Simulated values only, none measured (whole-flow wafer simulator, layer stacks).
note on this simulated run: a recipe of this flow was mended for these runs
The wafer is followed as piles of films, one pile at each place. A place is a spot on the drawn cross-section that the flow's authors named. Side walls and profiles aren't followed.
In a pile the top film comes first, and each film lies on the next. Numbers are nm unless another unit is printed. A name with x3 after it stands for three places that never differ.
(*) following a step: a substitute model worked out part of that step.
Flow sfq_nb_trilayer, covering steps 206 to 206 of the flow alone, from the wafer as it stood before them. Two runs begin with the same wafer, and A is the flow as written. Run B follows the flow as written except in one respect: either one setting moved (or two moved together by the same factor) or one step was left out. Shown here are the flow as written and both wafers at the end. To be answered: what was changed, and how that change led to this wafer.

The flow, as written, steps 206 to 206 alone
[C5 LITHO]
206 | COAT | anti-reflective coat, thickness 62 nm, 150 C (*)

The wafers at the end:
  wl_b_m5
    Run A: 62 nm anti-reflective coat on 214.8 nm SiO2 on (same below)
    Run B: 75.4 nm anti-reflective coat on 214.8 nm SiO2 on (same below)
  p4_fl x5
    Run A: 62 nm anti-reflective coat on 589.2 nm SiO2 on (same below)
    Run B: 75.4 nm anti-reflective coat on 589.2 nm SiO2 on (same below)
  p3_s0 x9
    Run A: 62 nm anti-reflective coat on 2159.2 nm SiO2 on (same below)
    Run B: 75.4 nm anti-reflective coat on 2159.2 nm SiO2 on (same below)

What caused this: step 206, COAT: thickness 75.4 nm was run, though the flow has thickness 62 nm.
The wafer itself shows it: wl_b_m5 has anti-reflective coat 75.4, and step 206 as written asks for 62 nm.

How this came from the change, step by step:
  206 | COAT | anti-reflective coat, thickness 62 nm, 150 C (*)
      p4_fl x5, p4_w1 x9, p3_s0 x9 and 41 more: A +62 anti-reflective coat (new film) | B +75.4 anti-reflective coat (new film)
      r5r_line_l, r5r_line_c, r5r_line_r: A +35.5 anti-reflective coat (new film) | B +48.9 anti-reflective coat (new film)
      (also at 39 further places)
